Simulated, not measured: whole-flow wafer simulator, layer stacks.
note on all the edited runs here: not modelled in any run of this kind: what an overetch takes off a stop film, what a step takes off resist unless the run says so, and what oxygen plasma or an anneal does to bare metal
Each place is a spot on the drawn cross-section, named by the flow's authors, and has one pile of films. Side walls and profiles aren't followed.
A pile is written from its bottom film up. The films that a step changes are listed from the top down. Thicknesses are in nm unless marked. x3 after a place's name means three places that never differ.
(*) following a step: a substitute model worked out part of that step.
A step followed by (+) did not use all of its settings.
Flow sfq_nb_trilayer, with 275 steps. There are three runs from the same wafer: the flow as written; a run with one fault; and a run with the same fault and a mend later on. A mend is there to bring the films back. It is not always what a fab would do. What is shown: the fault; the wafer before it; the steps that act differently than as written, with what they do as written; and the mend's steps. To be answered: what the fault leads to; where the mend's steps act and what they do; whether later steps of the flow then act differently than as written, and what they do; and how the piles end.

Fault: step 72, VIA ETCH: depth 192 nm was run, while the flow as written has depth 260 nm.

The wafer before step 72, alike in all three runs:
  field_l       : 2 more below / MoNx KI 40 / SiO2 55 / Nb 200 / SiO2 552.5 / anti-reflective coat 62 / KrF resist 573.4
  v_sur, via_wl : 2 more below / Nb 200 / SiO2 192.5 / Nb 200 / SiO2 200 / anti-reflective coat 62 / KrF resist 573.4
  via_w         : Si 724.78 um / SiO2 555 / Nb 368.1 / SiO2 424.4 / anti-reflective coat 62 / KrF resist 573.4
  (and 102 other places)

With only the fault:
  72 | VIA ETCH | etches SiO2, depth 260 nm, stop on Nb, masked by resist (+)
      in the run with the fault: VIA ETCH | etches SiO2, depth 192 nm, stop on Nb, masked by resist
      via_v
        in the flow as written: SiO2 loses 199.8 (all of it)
        in the run with the fault: SiO2 loses 192
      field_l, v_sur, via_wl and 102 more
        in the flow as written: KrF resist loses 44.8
        in the run with the fault: KrF resist loses 33.1
  Steps further on in the flow that do not act as written (not shown: 7 more steps that differ only slightly, by at most 2% or 0.5 nm, whichever is larger):
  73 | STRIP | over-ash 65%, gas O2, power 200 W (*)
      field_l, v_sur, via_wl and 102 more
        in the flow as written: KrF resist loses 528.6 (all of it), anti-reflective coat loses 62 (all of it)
        in the run with the fault: KrF resist loses 540.3 (all of it), anti-reflective coat loses 62 (all of it)
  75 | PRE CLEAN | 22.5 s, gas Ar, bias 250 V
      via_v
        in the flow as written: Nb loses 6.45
        in the run with the fault: SiO2 loses 7.5
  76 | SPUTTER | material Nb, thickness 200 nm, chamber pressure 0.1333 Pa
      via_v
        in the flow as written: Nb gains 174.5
        in the run with the fault: Nb gains 175.9 (new film)
  At via_v, the piles at the end differ from the flow's by more than 2% or 0.5 nm, whichever is larger.
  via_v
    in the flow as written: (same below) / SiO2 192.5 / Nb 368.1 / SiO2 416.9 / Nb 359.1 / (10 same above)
    in the run with the fault: (same below) / SiO2 192.5 / Nb 200 / SiO2 0.34 / Nb 175.9 / SiO2 408.7 / Nb 359.1 / (10 same above)

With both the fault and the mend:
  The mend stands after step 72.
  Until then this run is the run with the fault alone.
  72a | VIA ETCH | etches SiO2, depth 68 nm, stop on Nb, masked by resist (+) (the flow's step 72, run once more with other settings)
      field_l, v_sur, via_wl and 102 more
        KrF resist loses 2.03
      via_v
        SiO2 loses 7.84 (all of it)
  Later steps of the flow that are run all act as written at every place that is followed, up to a difference of at most 2% or 0.5 nm, whichever is larger.
  By the end, the piles equal the flow's at every place that both follow.
